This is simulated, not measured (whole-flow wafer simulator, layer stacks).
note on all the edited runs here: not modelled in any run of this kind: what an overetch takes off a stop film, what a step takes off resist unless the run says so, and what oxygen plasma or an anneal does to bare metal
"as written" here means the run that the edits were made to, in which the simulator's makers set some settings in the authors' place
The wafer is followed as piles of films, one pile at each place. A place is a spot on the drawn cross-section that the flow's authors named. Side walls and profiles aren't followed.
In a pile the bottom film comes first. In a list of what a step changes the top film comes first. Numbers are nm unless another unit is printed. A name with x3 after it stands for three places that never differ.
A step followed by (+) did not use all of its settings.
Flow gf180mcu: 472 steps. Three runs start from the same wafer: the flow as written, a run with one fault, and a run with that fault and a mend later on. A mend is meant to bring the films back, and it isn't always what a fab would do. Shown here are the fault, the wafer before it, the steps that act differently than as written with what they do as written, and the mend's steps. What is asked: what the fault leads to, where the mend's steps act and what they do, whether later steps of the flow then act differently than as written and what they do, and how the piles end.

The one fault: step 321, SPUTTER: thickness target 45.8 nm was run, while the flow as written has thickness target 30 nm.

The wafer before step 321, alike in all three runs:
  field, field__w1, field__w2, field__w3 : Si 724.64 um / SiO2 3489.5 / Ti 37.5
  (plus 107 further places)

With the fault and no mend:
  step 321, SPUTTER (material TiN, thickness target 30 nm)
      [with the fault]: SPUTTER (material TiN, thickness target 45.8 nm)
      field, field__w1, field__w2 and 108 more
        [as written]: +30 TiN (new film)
        [with the fault]: +45.8 TiN (new film)
  Later steps of the flow acting differently than as written:
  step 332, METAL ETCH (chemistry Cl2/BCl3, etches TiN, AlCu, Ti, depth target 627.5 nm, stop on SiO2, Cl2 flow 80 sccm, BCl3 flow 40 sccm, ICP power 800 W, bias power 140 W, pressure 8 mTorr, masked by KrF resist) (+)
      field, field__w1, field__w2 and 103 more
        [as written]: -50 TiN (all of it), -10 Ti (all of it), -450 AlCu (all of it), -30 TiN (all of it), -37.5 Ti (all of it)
        [with the fault]: -50 TiN (all of it), -10 Ti (all of it), -450 AlCu (all of it), -45.8 TiN (all of it), -37.5 Ti (all of it)
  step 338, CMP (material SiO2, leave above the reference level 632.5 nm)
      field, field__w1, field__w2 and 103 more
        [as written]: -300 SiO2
        [with the fault]: -284.2 SiO2
  By the end, the piles at field__w8, contact, m1, m1__w1, m1_nw depart from the flow's by more than 2% or 0.5 nm, whichever is larger.
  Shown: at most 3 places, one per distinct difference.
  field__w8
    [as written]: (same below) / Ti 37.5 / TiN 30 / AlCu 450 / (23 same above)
    [with the fault]: (same below) / Ti 37.5 / TiN 45.8 / AlCu 450 / (23 same above)
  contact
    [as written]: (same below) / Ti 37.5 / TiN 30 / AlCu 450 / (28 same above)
    [with the fault]: (same below) / Ti 37.5 / TiN 45.8 / AlCu 450 / (28 same above)

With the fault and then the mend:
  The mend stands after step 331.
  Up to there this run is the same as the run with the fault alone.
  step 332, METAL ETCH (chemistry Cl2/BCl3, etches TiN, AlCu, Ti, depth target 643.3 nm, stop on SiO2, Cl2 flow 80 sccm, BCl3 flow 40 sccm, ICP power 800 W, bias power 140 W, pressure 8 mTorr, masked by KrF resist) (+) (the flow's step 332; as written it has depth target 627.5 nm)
      field, field__w1, field__w2 and 103 more
        -50 TiN (all of it), -10 Ti (all of it), -450 AlCu (all of it), -45.8 TiN (all of it), -37.5 Ti (all of it)
      field__w8, contact, m1, m1__w1, m1_nw
        -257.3 KrF resist
  Later steps of the flow acting differently than as written (1 other step is not shown; it differs only slightly, by no more than 2% or 0.5 nm, whichever is larger):
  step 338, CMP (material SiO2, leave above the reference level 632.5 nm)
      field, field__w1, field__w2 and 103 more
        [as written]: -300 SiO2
        [with the mend]: -284.2 SiO2
  By the end, the piles at field__w8, contact, m1, m1__w1, m1_nw depart from the flow's by more than 2% or 0.5 nm, whichever is larger.
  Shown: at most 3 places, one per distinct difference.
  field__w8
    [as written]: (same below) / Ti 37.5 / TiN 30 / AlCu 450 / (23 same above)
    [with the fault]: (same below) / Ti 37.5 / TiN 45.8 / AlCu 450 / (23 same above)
    [with the mend]: (same below) / Ti 37.5 / TiN 45.8 / AlCu 450 / (23 same above)
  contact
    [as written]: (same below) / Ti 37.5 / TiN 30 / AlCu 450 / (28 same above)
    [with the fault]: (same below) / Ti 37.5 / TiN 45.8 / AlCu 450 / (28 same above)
    [with the mend]: (same below) / Ti 37.5 / TiN 45.8 / AlCu 450 / (28 same above)
